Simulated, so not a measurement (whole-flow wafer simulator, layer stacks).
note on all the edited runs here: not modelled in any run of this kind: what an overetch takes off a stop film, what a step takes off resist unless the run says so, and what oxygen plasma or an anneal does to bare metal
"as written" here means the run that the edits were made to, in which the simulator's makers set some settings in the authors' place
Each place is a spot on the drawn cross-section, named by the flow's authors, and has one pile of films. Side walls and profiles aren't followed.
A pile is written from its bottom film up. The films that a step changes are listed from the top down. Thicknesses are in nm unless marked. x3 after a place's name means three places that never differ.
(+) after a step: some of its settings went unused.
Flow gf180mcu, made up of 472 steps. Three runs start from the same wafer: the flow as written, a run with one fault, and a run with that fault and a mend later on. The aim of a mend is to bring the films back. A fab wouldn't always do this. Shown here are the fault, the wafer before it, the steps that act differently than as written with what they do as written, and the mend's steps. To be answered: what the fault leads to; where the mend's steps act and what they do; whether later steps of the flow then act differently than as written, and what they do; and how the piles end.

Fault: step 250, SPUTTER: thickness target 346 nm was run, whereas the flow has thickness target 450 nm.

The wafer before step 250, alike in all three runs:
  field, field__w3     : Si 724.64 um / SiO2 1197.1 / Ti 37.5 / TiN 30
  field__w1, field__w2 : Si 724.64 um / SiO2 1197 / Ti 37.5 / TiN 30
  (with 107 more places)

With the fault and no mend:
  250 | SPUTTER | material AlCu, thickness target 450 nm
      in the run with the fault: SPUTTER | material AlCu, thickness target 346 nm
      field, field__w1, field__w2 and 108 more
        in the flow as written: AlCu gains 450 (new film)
        in the run with the fault: AlCu gains 346 (new film)
  Steps later in the flow that act otherwise than as written:
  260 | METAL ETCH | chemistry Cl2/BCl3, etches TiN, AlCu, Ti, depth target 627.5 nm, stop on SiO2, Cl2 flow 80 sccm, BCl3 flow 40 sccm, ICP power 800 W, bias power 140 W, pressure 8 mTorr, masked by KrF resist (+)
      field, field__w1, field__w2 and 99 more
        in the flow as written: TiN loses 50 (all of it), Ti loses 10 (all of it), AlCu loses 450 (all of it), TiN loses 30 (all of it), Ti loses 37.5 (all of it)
        in the run with the fault: TiN loses 50 (all of it), Ti loses 10 (all of it), AlCu loses 346 (all of it), TiN loses 30 (all of it), Ti loses 37.5 (all of it)
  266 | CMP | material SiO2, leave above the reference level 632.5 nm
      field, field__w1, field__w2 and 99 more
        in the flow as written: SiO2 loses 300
        in the run with the fault: SiO2 loses 404
  By the end, the piles at field__w8, contact, m1 and 6 more depart from the flow's by more than 2% or 0.5 nm, whichever is larger.
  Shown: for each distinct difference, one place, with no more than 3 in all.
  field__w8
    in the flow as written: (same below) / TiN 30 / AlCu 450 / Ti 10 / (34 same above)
    in the run with the fault: (same below) / TiN 30 / AlCu 346 / Ti 10 / (34 same above)
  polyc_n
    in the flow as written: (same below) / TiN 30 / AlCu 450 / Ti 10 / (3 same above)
    in the run with the fault: (same below) / TiN 30 / AlCu 346 / Ti 10 / (3 same above)
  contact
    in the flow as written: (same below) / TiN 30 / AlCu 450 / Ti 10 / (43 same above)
    in the run with the fault: (same below) / TiN 30 / AlCu 346 / Ti 10 / (43 same above)

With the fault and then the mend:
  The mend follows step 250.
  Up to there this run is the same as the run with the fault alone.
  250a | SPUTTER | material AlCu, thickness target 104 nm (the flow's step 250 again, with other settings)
      field, field__w1, field__w2 and 108 more
        AlCu gains 104
  Later steps of the flow that are run all act as written at every place that is followed.
  By the end, the piles equal the flow's at every place that both follow.
